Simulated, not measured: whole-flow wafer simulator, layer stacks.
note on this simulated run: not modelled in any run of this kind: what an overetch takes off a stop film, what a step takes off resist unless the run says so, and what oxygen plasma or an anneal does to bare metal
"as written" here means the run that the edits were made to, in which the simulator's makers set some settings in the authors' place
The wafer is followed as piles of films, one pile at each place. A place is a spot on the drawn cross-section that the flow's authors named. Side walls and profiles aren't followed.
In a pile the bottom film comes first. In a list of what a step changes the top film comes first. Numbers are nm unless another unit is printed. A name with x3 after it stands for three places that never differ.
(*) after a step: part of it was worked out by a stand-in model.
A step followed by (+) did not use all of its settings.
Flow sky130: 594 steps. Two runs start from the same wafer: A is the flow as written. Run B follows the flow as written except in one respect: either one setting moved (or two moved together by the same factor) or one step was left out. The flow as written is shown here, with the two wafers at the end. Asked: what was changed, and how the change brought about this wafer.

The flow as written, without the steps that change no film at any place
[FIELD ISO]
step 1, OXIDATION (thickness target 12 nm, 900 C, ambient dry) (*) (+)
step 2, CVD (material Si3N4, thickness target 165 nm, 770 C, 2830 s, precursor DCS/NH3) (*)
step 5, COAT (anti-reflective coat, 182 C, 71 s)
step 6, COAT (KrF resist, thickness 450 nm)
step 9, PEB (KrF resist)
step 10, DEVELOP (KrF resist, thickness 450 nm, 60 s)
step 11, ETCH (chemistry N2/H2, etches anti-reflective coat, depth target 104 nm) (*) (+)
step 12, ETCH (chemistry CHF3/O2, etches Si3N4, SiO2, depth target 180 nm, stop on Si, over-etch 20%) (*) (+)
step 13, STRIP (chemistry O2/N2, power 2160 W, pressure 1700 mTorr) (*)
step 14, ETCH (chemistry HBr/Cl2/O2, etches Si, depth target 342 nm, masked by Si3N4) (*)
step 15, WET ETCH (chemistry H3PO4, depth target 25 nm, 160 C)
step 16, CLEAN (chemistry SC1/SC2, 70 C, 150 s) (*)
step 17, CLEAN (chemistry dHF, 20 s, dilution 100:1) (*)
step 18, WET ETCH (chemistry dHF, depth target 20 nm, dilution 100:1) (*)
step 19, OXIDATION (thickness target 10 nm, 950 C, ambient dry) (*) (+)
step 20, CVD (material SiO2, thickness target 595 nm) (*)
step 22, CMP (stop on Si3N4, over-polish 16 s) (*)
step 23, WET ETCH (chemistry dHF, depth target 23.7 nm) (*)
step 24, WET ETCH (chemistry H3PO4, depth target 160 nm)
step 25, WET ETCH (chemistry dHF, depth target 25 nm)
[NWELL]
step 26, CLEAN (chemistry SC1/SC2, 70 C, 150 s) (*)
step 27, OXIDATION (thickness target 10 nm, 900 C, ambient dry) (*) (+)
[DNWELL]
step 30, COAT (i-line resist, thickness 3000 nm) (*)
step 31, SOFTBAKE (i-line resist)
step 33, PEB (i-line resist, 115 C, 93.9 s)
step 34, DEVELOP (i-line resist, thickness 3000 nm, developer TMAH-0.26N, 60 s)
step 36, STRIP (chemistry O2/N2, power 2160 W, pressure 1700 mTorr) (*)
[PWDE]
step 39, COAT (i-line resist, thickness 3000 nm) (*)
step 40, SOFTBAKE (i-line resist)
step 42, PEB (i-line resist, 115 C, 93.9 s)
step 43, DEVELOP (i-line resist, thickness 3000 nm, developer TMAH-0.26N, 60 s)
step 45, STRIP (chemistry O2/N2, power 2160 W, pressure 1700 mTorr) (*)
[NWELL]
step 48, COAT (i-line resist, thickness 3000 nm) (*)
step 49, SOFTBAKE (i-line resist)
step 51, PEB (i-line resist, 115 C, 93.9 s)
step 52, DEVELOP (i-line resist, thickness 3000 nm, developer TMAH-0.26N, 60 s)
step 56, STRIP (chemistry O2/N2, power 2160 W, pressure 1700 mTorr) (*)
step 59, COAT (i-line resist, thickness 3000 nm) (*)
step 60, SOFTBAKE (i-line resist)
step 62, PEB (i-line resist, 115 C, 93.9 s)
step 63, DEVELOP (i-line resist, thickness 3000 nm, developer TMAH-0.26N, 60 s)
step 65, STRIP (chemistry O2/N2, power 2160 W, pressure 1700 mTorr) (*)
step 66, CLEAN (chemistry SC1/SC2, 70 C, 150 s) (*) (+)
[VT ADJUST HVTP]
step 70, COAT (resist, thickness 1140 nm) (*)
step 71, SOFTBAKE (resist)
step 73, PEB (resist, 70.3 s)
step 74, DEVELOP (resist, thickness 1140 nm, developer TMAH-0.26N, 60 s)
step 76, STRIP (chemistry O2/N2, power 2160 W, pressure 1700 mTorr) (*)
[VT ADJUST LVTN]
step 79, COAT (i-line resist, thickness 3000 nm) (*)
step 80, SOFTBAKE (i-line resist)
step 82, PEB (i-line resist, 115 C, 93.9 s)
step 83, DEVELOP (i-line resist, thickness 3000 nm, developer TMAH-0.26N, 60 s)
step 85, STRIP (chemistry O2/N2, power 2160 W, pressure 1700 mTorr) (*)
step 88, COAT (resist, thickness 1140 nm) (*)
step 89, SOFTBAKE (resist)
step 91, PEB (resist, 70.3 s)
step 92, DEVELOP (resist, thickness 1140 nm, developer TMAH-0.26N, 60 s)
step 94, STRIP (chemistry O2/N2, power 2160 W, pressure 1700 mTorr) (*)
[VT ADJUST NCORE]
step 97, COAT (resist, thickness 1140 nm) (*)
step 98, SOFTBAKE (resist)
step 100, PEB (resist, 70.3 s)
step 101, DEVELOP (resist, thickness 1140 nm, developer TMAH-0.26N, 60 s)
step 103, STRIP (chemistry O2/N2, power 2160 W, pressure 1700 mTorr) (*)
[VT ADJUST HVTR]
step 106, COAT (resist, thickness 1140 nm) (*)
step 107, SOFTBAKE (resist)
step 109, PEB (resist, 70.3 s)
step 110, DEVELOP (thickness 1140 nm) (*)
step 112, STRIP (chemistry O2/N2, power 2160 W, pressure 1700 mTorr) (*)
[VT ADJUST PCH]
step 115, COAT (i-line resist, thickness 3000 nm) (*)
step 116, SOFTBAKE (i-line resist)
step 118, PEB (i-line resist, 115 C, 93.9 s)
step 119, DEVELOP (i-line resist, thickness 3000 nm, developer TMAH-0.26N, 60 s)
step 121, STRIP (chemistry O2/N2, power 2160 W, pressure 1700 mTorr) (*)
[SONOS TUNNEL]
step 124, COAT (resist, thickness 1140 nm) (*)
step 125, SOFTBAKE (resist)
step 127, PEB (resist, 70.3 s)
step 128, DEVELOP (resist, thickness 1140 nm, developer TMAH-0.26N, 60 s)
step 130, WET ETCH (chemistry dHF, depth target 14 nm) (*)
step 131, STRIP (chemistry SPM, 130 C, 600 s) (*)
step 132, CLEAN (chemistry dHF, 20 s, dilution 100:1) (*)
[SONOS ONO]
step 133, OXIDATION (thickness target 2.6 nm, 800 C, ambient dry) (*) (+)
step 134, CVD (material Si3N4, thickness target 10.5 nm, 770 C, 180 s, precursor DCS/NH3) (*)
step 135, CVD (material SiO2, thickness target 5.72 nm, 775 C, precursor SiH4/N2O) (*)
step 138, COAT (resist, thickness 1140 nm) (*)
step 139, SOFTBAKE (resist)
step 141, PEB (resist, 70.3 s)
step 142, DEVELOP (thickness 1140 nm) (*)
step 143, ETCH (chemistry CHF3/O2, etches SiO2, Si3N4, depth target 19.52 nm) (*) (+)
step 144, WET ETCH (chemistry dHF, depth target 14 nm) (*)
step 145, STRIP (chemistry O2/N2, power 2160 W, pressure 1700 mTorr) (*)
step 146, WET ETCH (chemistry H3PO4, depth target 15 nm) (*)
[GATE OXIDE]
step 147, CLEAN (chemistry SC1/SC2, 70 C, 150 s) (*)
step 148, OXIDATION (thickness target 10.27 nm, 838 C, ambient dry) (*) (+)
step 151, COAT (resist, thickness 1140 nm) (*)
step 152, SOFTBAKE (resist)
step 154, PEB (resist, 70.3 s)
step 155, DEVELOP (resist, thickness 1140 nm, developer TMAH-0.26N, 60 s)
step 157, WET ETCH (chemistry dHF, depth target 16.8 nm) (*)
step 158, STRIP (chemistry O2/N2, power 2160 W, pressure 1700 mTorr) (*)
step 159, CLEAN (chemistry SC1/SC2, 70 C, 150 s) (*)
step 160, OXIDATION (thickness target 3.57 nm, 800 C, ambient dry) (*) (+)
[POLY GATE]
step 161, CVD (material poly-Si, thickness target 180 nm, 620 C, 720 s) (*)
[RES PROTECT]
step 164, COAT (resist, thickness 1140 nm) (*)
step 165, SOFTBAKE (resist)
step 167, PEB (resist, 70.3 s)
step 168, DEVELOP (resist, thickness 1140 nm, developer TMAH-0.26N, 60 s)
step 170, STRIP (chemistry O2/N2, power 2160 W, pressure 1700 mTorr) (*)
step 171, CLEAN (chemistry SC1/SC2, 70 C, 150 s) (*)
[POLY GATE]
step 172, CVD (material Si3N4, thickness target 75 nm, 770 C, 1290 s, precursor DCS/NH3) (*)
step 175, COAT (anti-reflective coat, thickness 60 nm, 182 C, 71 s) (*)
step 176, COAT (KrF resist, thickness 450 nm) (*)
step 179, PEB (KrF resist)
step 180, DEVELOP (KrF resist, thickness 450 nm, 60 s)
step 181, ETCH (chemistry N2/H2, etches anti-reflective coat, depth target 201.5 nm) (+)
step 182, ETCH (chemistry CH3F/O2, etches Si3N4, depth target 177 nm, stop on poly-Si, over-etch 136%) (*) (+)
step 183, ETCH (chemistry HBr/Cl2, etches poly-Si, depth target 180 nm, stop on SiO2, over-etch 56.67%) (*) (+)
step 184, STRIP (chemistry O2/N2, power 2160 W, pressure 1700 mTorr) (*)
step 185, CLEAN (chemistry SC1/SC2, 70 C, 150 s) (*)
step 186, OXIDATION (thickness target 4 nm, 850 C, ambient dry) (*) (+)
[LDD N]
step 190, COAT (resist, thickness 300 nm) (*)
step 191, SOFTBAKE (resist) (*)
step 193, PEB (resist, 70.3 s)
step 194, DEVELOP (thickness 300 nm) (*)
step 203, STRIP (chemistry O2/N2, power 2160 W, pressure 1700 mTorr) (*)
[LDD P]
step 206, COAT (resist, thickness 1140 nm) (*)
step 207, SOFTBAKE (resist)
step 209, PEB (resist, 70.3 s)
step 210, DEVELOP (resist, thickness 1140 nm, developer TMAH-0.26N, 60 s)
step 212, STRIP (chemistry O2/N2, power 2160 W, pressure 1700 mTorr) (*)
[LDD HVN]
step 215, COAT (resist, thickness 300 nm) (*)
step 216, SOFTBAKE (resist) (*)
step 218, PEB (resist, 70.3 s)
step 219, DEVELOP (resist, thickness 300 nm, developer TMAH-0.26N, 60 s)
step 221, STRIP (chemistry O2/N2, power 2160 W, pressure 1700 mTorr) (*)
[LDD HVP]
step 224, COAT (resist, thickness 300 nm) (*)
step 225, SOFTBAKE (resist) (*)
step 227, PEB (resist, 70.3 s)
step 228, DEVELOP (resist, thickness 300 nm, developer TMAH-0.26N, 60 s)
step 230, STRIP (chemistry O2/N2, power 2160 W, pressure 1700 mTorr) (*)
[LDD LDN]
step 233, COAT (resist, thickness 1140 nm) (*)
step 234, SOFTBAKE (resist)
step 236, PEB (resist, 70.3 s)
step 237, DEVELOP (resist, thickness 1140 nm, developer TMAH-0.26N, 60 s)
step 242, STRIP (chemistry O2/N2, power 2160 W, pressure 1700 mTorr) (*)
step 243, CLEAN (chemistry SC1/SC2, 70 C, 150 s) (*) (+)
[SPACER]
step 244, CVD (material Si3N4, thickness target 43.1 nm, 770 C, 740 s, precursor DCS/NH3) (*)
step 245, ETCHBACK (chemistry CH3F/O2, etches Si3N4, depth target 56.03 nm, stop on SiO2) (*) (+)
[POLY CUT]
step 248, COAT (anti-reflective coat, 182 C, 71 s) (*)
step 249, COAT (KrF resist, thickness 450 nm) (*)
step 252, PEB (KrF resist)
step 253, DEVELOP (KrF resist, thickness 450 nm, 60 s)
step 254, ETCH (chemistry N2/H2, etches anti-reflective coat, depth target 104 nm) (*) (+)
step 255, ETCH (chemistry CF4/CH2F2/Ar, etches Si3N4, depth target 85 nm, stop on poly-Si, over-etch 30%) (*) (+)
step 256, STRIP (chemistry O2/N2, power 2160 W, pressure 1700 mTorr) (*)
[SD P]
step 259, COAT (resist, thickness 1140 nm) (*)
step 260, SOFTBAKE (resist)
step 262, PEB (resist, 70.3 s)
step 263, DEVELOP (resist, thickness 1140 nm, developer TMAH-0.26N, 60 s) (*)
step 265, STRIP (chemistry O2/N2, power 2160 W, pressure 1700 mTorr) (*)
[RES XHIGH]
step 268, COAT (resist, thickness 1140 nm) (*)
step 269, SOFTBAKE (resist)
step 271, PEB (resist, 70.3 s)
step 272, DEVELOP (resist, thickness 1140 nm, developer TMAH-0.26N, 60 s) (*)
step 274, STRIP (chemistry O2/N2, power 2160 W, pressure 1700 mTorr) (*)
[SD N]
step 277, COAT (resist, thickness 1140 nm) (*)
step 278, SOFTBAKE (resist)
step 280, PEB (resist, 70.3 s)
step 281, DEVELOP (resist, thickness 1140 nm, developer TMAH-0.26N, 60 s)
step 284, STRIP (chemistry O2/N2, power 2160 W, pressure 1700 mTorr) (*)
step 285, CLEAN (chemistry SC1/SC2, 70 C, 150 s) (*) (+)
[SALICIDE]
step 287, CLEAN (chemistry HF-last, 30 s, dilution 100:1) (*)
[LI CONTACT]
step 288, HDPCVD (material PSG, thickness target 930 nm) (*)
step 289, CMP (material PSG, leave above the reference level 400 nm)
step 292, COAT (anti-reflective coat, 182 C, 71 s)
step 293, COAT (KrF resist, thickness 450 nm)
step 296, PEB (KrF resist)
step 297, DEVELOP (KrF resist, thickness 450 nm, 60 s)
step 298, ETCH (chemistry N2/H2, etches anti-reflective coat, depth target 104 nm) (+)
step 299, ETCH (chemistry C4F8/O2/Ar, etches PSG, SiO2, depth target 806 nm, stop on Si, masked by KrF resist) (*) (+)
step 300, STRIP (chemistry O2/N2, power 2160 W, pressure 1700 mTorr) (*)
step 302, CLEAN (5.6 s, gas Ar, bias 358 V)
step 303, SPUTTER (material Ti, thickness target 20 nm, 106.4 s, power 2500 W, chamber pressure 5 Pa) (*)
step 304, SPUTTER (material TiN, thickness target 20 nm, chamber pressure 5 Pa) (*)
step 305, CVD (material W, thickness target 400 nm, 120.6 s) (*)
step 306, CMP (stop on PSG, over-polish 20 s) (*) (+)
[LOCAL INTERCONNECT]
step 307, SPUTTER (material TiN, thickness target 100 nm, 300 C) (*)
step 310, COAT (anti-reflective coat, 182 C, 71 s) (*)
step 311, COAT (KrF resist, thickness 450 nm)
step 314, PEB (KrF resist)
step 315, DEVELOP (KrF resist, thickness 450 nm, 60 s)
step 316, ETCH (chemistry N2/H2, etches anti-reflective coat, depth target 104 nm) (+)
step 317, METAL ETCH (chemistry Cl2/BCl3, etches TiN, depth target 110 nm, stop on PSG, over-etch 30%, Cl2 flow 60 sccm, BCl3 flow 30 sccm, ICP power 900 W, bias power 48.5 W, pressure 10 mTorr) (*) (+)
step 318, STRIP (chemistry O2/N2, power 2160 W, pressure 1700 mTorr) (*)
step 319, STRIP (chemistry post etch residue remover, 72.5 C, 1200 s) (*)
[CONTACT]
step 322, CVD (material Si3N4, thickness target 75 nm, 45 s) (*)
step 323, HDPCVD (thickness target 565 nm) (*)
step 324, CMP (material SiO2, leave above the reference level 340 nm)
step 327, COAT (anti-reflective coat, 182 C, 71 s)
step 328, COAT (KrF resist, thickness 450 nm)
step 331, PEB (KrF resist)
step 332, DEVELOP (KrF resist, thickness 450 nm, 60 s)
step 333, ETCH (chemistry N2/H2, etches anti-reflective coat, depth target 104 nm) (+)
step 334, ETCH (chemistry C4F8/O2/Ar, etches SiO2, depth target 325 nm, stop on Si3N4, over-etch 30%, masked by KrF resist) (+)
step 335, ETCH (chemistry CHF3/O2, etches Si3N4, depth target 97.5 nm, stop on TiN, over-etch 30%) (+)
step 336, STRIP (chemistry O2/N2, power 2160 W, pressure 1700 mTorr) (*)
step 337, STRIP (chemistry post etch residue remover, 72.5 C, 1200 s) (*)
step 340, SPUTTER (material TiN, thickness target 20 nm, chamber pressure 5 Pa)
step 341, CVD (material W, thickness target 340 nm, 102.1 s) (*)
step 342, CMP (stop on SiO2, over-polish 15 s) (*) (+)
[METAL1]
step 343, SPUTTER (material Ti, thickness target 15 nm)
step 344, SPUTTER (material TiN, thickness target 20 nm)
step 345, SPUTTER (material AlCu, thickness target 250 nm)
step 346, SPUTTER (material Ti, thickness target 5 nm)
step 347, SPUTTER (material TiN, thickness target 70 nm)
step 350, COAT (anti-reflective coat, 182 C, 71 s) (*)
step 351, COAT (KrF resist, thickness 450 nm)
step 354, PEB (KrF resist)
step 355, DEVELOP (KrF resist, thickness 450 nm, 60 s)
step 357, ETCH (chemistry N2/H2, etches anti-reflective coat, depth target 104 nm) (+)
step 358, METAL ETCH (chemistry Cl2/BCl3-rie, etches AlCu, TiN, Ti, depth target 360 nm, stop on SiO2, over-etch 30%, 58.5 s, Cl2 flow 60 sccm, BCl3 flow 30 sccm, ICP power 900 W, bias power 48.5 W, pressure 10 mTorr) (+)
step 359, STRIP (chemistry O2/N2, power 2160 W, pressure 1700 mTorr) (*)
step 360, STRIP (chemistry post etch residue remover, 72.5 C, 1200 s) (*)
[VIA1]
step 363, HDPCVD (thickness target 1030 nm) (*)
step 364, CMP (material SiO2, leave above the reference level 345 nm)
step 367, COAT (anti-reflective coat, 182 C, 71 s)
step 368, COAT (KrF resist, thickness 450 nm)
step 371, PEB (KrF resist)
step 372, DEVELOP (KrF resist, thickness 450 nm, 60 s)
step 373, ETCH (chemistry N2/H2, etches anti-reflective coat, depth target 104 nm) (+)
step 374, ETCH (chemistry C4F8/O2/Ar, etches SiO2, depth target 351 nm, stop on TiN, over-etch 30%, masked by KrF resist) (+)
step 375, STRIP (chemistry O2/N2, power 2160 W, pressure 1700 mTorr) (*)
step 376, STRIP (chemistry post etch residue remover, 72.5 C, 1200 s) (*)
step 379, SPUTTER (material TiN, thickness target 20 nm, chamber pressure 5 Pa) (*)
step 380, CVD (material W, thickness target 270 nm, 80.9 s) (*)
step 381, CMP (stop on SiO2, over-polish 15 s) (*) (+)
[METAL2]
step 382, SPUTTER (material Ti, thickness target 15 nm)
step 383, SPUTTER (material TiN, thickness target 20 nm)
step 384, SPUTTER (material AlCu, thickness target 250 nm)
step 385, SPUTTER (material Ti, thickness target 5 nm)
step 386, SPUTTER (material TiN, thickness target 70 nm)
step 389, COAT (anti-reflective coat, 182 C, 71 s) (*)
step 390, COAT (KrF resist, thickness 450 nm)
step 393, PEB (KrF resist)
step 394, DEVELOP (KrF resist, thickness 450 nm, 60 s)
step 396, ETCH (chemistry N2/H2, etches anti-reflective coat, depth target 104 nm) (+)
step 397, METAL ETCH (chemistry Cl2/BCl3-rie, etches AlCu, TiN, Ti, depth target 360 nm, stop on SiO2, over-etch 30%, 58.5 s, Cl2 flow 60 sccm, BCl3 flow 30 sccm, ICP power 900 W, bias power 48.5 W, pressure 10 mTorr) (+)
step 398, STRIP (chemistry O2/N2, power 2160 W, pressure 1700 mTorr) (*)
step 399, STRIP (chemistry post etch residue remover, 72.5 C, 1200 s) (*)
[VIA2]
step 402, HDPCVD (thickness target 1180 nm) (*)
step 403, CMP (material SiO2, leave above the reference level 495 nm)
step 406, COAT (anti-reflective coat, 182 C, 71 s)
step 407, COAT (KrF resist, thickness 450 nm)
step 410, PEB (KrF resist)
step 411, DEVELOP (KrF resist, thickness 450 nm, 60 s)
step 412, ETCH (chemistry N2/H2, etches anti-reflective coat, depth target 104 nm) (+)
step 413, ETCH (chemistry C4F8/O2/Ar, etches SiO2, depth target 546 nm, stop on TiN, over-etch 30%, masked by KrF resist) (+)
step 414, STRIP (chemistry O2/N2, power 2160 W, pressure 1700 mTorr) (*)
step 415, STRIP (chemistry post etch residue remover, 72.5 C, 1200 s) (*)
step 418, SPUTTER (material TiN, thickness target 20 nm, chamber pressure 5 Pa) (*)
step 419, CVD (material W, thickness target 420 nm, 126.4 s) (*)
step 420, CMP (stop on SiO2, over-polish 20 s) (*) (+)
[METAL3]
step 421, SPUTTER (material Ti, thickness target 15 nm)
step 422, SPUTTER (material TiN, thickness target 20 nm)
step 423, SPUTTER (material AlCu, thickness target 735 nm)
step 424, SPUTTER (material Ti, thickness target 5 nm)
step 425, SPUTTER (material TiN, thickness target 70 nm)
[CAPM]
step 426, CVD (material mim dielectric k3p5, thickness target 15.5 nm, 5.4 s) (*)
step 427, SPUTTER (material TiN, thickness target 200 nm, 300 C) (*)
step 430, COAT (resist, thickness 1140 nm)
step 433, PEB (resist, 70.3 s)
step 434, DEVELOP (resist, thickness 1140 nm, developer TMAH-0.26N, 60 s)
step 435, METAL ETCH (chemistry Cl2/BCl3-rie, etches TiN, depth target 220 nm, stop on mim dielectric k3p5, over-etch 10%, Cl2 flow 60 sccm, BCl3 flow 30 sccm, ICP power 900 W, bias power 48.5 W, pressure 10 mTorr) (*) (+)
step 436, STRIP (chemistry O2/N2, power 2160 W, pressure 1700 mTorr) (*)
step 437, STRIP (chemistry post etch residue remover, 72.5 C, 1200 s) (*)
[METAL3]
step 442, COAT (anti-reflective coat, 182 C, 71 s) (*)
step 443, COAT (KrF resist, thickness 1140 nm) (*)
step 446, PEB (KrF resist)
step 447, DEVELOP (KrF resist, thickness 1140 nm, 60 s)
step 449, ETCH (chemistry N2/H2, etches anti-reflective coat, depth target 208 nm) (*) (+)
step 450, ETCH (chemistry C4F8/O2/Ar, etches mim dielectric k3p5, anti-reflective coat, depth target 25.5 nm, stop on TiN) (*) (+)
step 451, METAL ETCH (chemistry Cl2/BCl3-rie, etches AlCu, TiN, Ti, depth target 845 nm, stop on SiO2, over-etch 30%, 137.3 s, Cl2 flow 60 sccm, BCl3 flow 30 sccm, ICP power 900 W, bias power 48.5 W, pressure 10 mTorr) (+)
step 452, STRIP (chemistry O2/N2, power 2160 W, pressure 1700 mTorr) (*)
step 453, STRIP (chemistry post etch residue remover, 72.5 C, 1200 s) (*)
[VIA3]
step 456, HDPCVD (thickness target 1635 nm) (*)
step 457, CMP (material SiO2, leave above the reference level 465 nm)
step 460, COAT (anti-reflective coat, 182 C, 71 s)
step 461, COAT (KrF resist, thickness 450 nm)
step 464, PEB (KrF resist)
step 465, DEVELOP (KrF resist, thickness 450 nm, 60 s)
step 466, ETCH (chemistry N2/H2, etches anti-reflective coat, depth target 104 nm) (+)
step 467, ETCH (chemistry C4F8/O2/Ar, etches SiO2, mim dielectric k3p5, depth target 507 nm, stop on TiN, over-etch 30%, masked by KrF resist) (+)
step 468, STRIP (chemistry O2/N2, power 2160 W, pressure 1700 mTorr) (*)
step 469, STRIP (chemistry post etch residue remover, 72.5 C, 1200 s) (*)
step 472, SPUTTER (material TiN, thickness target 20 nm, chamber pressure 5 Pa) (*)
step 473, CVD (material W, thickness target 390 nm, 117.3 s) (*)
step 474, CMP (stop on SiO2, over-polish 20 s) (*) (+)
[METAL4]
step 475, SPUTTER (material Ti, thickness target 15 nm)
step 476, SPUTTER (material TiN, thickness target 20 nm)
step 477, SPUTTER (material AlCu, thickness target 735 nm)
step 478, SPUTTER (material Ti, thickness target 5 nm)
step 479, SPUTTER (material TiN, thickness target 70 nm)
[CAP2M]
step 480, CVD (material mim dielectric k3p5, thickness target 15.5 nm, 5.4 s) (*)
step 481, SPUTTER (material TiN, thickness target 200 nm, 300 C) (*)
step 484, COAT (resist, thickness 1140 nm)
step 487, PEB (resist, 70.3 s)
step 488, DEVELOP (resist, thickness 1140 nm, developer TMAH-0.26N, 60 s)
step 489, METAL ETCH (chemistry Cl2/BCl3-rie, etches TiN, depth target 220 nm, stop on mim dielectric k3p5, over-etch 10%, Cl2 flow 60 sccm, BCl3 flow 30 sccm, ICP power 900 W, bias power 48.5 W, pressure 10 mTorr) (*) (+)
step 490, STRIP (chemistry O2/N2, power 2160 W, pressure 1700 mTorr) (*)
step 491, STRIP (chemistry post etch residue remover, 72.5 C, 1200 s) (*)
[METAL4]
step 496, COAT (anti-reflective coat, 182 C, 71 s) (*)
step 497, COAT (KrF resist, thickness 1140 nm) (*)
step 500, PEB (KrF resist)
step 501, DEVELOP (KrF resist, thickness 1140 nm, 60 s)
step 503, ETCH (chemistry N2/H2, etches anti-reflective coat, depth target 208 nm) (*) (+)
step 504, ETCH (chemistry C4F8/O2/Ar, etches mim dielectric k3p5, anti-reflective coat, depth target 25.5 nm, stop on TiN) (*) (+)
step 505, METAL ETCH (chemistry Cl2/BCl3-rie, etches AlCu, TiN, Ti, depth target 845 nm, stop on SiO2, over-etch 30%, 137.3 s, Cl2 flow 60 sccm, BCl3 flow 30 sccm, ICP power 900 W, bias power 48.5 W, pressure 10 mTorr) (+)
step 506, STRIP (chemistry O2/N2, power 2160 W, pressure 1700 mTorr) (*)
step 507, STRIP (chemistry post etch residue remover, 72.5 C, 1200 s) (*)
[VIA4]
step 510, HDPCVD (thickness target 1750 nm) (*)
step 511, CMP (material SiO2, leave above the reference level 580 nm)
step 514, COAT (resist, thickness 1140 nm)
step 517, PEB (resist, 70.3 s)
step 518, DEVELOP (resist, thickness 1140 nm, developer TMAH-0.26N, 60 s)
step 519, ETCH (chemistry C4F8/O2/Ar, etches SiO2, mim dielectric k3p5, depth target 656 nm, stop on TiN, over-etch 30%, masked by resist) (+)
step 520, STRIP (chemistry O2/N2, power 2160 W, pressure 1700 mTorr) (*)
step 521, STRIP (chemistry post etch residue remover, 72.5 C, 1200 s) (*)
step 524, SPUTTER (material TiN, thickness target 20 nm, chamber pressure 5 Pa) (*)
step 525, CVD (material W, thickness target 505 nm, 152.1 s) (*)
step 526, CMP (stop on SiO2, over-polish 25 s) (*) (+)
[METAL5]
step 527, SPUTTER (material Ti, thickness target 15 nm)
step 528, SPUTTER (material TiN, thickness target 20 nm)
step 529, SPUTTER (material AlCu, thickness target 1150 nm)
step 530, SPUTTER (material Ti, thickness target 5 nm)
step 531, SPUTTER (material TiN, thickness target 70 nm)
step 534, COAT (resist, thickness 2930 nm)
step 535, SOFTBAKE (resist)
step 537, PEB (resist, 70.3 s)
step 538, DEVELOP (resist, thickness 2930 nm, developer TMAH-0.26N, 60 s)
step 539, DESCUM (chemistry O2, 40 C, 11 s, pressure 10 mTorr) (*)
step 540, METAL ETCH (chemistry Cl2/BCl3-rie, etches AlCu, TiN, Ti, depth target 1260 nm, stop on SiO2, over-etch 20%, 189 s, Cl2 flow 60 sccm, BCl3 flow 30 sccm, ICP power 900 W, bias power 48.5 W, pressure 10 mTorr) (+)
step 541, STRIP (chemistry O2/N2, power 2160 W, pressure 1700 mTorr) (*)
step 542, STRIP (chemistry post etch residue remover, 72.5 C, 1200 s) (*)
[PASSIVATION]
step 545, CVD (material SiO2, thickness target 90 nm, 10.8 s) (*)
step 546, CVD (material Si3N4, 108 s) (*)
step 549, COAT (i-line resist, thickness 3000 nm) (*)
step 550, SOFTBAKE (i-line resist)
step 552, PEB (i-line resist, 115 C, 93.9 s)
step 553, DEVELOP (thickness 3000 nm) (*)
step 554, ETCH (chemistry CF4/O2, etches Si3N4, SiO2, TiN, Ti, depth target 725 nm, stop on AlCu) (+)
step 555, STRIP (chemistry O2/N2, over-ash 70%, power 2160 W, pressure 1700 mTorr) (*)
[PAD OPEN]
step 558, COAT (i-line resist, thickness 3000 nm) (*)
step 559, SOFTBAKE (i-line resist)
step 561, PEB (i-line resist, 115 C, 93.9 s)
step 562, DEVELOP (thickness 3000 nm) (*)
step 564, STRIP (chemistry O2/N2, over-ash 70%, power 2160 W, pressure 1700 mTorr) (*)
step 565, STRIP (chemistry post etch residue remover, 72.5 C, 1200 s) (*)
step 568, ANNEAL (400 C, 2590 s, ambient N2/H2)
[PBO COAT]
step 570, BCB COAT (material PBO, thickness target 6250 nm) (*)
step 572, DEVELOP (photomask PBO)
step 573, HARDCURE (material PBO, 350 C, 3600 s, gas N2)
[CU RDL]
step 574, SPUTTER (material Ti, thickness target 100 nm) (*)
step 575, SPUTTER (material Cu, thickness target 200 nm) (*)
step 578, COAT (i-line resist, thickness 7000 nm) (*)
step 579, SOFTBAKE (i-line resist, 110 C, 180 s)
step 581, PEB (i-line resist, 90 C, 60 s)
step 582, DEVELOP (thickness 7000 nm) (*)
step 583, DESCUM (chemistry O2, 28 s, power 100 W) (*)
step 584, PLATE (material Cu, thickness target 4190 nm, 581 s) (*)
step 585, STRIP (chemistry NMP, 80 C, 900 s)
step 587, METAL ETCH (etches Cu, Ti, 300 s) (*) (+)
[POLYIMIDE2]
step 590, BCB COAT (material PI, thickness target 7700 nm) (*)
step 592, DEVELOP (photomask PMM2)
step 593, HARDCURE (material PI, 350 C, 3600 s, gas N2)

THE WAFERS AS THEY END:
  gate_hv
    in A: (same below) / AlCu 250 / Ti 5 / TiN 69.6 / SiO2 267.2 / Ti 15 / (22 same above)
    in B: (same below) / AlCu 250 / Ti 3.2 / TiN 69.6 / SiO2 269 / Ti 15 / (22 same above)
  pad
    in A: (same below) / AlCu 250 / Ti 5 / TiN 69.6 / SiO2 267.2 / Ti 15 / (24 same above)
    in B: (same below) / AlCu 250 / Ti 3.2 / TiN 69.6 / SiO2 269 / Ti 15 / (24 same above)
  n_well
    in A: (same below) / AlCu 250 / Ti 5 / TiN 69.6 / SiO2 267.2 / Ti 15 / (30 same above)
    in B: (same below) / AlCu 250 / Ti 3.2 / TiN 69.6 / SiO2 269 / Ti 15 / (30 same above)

Cause: step 346, SPUTTER: thickness target 3.2 nm was run, while the flow as written has thickness target 5 nm.
The wafer lets one read it off: gate_hv has Ti 3.2, and step 346 as written asks for 5 nm.

How this came from the change, step by step:
  step 346, SPUTTER (material Ti, thickness target 5 nm)
      field, active, n_well and 188 more: A +5 Ti (new film) | B +3.2 Ti (new film)
  step 358, METAL ETCH (chemistry Cl2/BCl3-rie, etches AlCu, TiN, Ti, depth target 360 nm, stop on SiO2, over-etch 30%, 58.5 s, Cl2 flow 60 sccm, BCl3 flow 30 sccm, ICP power 900 W, bias power 48.5 W, pressure 10 mTorr) (+)
      field, active, gate and 81 more: A -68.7 TiN (all of it), -5 Ti (all of it), -250 AlCu (all of it), -20 TiN (all of it), -15 Ti (all of it), -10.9 SiO2 | B -68.7 TiN (all of it), -3.2 Ti (all of it), -250 AlCu (all of it), -20 TiN (all of it), -15 Ti (all of it), -11.1 SiO2
